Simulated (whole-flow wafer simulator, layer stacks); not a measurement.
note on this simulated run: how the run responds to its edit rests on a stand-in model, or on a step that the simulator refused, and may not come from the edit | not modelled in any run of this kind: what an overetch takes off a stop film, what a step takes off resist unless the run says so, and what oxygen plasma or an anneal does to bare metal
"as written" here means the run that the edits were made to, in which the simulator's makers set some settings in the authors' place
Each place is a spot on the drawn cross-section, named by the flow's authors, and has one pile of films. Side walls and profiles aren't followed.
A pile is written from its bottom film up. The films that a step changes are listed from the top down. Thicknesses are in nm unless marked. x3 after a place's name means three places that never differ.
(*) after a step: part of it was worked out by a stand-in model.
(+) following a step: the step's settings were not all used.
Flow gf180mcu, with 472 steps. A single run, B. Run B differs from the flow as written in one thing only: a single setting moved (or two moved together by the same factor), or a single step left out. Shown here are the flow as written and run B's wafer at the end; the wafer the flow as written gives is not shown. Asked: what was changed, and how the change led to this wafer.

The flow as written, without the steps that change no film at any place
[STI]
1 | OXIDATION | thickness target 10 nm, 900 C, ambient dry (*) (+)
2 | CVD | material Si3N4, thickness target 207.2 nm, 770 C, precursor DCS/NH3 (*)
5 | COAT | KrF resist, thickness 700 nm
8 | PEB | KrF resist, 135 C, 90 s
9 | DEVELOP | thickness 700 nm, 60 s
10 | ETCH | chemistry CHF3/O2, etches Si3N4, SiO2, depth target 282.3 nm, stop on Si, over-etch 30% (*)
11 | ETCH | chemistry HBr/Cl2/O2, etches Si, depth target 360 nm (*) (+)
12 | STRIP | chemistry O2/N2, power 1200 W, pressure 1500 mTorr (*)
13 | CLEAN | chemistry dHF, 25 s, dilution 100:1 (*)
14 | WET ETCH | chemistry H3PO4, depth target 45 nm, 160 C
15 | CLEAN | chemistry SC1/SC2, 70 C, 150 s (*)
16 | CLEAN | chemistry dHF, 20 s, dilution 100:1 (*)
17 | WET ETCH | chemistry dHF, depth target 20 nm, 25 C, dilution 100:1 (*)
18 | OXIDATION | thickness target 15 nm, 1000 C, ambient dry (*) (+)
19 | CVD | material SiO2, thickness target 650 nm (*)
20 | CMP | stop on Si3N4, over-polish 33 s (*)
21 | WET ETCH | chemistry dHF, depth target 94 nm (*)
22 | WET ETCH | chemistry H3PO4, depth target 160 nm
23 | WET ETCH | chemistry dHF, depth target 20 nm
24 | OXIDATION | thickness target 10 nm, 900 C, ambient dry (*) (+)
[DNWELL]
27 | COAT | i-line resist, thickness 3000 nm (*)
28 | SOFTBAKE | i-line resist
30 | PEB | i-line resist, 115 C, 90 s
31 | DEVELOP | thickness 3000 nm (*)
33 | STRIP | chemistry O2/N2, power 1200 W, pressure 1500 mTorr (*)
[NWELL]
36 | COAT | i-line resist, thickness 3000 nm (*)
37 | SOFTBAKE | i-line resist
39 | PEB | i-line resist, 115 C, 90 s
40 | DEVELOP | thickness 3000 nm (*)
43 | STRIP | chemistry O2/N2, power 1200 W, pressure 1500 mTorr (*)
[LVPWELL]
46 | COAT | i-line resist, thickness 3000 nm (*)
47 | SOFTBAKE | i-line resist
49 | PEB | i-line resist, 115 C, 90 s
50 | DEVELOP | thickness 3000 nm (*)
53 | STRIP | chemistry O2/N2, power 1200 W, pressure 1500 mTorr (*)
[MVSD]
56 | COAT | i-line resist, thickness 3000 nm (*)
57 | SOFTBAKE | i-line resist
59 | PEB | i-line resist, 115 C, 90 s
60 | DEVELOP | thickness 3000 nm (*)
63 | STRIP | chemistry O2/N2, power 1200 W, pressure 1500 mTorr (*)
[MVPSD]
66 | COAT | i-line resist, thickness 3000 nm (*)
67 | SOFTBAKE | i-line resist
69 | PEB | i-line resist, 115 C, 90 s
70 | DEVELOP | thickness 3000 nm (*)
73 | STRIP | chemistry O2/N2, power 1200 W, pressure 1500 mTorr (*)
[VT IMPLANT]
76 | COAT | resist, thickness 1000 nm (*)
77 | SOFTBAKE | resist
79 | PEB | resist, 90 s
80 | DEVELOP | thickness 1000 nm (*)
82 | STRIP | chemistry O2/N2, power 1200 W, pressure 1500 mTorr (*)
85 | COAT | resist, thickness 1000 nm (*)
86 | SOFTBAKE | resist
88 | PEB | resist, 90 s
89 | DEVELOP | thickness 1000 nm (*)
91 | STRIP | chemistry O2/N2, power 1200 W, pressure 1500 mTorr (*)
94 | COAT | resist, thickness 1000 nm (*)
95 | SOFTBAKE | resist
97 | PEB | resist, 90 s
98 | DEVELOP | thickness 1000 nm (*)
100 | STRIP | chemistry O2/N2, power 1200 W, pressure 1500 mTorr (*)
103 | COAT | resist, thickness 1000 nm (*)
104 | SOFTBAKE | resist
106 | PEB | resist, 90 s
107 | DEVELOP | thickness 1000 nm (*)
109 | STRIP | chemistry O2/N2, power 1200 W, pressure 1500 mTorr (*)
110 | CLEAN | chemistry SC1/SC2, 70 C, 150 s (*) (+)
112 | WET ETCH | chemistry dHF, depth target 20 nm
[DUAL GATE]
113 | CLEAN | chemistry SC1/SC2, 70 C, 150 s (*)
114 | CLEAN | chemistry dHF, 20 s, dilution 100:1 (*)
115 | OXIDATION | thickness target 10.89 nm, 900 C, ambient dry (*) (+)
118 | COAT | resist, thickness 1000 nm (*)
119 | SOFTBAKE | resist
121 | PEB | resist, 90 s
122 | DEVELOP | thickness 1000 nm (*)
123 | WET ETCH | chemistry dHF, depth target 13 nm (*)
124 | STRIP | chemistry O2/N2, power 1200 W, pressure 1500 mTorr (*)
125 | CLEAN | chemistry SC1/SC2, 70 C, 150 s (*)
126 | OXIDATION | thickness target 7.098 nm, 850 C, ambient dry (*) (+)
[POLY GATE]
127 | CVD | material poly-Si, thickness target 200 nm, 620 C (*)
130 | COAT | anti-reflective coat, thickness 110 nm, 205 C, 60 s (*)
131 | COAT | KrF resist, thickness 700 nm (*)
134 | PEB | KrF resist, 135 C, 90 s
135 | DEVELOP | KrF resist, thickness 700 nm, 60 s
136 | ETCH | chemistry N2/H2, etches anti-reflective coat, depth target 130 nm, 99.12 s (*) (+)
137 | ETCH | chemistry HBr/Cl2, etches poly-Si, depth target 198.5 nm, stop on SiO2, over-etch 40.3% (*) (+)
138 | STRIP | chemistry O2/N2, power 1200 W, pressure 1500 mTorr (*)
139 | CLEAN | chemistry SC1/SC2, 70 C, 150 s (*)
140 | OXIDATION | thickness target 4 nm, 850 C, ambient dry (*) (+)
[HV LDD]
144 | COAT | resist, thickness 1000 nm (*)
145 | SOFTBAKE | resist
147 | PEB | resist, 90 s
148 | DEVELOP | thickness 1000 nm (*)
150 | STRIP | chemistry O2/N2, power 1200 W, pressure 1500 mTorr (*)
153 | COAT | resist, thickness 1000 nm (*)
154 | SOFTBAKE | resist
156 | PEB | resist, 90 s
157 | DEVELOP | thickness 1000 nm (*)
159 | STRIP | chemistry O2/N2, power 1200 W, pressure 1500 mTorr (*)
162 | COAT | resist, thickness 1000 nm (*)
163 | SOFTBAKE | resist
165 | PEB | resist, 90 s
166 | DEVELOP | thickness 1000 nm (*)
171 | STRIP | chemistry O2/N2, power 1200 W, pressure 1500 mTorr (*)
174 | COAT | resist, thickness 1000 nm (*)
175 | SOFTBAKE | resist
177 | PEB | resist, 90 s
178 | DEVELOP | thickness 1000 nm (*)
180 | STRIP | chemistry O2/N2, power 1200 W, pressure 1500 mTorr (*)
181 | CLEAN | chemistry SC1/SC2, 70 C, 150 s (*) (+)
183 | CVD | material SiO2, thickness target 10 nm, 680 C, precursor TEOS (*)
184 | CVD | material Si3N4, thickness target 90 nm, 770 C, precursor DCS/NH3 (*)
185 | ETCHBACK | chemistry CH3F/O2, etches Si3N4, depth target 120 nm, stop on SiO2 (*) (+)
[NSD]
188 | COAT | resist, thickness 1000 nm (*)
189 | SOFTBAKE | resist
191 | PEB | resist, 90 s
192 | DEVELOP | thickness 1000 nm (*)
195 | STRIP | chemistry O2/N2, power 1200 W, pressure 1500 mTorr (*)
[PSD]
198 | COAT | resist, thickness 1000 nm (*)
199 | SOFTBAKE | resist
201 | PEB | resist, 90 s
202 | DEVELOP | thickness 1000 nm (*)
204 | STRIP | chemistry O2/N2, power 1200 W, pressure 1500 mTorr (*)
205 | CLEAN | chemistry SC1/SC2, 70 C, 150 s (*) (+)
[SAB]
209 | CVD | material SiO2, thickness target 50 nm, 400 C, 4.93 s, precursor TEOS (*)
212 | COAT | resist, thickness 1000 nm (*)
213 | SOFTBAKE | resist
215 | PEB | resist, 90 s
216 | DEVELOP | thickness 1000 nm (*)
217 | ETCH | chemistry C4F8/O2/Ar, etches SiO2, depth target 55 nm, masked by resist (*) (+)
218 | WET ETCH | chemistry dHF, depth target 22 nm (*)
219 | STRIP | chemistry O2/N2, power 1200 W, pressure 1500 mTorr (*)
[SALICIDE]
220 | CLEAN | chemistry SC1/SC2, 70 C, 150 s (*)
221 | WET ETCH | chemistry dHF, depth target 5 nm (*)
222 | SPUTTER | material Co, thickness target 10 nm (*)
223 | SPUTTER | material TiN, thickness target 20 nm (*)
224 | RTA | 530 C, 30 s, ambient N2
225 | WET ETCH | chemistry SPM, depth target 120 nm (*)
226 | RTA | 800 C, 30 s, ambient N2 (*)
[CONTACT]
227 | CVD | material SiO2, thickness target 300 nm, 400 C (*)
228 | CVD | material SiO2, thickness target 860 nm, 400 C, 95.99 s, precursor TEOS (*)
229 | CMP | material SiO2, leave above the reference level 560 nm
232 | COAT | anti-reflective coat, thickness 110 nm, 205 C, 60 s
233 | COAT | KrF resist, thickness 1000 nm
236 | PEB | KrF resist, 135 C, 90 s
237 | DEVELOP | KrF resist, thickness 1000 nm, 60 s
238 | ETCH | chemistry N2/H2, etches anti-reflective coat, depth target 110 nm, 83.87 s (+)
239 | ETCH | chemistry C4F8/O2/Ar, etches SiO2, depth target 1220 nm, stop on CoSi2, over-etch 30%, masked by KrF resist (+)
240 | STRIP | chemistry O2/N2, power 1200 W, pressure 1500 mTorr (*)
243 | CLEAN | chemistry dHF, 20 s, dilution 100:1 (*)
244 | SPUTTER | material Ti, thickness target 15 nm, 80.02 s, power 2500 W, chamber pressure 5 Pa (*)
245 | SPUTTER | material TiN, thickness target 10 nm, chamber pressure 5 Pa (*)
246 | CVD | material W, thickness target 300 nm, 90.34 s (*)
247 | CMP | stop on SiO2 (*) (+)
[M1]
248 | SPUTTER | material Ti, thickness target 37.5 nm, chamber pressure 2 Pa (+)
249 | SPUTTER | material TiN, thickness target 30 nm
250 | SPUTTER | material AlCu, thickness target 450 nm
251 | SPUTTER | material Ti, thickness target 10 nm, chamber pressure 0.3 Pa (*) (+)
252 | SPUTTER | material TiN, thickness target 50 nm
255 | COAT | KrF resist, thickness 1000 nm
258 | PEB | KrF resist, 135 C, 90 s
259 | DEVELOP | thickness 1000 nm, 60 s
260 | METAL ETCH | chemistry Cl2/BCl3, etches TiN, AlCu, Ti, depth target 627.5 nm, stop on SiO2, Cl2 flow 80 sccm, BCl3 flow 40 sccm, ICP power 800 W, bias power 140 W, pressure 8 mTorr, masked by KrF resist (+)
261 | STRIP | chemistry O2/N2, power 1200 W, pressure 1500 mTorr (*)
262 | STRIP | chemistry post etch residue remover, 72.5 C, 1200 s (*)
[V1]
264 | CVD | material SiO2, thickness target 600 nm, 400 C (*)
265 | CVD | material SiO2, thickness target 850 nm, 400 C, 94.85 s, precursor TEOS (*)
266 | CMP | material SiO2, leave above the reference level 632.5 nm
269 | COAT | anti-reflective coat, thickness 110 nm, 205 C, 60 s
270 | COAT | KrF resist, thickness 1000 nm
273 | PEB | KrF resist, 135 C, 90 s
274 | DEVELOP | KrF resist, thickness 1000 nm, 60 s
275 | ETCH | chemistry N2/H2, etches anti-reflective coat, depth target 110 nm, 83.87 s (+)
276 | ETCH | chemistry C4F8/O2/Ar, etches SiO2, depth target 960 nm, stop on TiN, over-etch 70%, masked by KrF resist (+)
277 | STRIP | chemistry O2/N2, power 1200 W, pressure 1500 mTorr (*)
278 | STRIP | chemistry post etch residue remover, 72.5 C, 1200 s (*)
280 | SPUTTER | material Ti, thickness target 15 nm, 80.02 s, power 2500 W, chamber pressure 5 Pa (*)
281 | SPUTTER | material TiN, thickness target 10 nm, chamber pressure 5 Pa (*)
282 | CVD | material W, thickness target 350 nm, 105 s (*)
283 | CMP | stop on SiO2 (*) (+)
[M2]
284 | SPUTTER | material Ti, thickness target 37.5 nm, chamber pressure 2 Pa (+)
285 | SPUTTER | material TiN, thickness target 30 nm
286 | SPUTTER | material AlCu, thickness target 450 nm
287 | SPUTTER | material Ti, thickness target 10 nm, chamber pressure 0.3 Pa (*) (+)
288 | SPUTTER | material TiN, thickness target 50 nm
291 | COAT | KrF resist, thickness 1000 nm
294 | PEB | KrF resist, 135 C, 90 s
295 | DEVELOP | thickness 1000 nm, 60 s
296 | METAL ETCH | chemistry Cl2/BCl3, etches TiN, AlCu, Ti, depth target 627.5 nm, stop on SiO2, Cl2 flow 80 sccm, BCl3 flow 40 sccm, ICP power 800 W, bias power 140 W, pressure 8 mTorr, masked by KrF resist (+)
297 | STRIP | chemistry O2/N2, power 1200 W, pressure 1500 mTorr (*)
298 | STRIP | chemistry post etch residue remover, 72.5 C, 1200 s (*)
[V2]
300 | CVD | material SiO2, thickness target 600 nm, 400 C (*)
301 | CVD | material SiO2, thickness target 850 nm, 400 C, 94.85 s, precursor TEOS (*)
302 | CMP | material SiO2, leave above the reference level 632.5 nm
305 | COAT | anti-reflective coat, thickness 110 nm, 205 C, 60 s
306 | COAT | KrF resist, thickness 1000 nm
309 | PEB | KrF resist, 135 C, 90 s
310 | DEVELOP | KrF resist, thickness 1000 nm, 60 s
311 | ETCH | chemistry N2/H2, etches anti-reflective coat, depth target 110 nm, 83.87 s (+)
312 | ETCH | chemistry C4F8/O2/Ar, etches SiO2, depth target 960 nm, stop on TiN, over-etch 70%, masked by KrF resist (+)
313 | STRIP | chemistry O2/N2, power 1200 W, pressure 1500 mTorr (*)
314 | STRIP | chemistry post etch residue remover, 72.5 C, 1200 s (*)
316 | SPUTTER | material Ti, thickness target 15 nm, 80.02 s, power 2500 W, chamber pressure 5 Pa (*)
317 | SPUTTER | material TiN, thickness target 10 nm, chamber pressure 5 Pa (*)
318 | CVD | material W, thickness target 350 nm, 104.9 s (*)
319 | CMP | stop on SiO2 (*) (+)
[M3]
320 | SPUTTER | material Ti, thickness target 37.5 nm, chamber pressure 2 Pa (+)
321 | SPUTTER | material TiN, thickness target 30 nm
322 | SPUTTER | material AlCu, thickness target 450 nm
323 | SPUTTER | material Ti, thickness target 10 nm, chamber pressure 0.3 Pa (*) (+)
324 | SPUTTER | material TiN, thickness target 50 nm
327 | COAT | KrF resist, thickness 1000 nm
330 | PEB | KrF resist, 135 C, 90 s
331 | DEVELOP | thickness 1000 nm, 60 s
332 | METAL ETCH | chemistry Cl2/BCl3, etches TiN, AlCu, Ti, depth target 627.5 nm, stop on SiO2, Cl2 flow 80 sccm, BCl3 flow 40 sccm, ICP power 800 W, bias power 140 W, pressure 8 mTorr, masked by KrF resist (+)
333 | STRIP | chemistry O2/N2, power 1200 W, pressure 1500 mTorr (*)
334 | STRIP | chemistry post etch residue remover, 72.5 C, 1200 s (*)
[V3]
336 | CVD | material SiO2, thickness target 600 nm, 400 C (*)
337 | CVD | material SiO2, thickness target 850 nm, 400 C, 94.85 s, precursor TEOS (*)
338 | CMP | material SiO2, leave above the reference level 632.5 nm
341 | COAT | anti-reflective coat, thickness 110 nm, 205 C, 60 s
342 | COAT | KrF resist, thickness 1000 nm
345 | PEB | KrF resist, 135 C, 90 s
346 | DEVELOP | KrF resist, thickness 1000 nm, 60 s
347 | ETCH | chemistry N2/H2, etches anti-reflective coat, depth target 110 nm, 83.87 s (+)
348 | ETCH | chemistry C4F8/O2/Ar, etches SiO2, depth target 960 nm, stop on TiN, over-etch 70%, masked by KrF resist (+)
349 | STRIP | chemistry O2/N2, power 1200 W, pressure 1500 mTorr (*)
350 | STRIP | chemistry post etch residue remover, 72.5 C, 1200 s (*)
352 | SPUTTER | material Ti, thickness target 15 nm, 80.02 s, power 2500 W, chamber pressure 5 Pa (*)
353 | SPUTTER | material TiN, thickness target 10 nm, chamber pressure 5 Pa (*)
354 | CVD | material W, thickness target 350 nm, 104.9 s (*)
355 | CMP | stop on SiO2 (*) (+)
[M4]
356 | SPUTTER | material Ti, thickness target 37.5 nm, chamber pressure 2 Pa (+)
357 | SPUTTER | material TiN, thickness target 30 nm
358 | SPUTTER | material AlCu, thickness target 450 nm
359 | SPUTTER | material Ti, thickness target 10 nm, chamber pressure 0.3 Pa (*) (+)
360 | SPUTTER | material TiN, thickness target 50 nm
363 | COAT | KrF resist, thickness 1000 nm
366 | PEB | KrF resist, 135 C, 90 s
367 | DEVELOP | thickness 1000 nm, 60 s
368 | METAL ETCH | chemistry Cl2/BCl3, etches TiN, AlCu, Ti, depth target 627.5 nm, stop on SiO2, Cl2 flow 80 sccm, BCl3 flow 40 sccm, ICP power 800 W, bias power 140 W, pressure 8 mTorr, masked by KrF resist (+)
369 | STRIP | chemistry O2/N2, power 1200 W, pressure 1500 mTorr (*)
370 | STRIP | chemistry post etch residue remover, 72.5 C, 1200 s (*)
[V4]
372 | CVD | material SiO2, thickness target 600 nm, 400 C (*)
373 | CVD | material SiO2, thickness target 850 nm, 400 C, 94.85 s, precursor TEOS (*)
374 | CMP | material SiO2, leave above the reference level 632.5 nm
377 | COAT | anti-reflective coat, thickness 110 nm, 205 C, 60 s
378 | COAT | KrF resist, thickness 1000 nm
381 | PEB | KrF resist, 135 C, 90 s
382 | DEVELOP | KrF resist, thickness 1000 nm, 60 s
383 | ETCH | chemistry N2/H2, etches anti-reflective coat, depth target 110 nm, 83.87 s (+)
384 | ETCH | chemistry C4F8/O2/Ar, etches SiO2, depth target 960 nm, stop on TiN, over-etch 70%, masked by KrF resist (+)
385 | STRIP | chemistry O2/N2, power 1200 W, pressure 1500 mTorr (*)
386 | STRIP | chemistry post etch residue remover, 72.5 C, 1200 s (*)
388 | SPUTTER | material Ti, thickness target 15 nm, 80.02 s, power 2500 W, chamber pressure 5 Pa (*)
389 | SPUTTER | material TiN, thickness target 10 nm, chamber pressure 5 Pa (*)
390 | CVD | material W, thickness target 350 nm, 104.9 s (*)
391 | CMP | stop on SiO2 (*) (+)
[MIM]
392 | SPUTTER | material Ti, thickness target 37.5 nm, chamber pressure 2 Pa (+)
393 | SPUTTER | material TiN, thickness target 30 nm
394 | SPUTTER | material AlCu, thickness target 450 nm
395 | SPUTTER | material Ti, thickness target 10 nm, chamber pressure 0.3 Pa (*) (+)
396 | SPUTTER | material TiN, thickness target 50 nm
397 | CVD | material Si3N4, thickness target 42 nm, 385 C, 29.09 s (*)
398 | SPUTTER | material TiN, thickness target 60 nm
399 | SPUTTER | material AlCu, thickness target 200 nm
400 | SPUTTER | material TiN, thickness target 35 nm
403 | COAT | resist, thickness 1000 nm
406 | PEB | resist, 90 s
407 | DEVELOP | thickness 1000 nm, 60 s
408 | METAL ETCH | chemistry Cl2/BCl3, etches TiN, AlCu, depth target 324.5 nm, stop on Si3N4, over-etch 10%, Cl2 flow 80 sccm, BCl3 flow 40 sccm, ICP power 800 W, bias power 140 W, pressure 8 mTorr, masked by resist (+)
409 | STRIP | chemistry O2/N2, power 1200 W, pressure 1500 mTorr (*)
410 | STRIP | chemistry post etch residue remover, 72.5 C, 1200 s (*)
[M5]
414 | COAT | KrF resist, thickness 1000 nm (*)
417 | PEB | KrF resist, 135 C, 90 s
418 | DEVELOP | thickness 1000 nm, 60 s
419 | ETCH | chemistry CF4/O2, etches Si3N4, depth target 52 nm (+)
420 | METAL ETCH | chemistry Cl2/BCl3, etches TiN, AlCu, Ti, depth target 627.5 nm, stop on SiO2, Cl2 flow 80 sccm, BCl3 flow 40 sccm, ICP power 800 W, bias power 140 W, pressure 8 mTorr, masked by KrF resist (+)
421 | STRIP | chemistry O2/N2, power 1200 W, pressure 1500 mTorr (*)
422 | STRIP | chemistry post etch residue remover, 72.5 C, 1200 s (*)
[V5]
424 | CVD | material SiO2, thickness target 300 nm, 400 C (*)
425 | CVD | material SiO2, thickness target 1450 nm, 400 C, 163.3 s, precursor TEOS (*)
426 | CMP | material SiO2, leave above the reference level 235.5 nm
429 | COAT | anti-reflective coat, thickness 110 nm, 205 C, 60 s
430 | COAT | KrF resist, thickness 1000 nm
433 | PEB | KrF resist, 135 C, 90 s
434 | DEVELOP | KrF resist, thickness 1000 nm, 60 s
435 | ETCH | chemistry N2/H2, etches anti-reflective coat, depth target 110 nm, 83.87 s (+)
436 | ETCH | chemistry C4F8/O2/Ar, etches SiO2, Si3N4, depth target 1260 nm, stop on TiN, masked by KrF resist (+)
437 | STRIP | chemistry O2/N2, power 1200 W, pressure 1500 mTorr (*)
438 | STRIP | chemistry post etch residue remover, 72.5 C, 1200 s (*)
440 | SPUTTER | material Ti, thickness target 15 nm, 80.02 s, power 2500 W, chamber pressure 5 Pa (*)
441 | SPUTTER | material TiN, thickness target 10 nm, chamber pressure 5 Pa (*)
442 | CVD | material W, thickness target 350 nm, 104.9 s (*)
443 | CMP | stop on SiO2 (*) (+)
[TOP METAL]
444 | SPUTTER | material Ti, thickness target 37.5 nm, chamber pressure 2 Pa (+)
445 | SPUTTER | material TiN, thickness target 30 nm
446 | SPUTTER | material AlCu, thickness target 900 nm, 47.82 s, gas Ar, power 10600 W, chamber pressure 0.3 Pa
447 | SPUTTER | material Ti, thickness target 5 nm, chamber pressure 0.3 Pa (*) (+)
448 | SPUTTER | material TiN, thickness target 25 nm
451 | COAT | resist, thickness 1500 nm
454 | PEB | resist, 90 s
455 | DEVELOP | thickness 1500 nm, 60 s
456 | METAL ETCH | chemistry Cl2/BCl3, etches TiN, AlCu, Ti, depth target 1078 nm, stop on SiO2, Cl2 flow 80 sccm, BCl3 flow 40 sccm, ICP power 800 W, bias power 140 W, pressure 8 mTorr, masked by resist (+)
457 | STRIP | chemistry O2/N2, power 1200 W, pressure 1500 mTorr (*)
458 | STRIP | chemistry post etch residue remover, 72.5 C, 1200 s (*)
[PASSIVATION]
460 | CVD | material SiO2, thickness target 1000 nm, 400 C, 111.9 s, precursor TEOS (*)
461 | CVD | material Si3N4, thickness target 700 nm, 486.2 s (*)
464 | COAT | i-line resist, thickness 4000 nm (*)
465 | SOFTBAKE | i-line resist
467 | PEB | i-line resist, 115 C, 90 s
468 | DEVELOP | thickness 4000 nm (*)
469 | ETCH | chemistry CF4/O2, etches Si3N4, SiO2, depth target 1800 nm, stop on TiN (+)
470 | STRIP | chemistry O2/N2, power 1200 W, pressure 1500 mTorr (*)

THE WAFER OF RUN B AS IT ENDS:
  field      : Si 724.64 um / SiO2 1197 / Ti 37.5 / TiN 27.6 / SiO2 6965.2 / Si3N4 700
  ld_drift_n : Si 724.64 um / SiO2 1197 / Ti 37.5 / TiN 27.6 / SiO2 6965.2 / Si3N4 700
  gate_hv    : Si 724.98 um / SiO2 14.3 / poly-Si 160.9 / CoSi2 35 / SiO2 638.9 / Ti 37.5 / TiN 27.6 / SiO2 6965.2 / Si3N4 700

The reason: step 260, METAL ETCH: depth target 512 nm was run, though the flow has depth target 627.5 nm.

Step by step, how the change led to this:
  260 | METAL ETCH | chemistry Cl2/BCl3, etches TiN, AlCu, Ti, depth target 627.5 nm, stop on SiO2, Cl2 flow 80 sccm, BCl3 flow 40 sccm, ICP power 800 W, bias power 140 W, pressure 8 mTorr, masked by KrF resist (+)
      field, field__w1, field__w2 and 99 more: -50 TiN (all of it), -10 Ti (all of it), -450 AlCu (all of it), -2 TiN (in the flow as written it would be: -50 TiN (all of it), -10 Ti (all of it), -450 AlCu (all of it), -30 TiN (all of it), -37.5 Ti (all of it))
      field__w8, contact, m1 and 6 more: -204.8 KrF resist (in the flow as written it would be: -251 KrF resist)
  261 | STRIP | chemistry O2/N2, power 1200 W, pressure 1500 mTorr (*)
      field__w8, contact, m1 and 6 more: -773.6 KrF resist (all of it) (in the flow as written it would be: -727.4 KrF resist (all of it))
  264 | CVD | material SiO2, thickness target 600 nm, 400 C (*)
      field, field__w1, field__w2 and 99 more: +600 SiO2 (new film) (in the flow as written it would be: +600 SiO2)
  266 | CMP | material SiO2, leave above the reference level 632.5 nm
      field, field__w1, field__w2 and 99 more: -365.1 SiO2 (in the flow as written it would be: -300 SiO2)
Taking metal films that touch as one body, field has 1 body; the flow as written gives 0 bodies.
Taking metal films that touch as one body, ld_drift_n has 1 body; the flow as written gives 0 bodies.
Taking metal films that touch as one body, gate_hv has 2 bodies (between them, from the top down: SiO2 638.9); the flow as written gives 1 body.
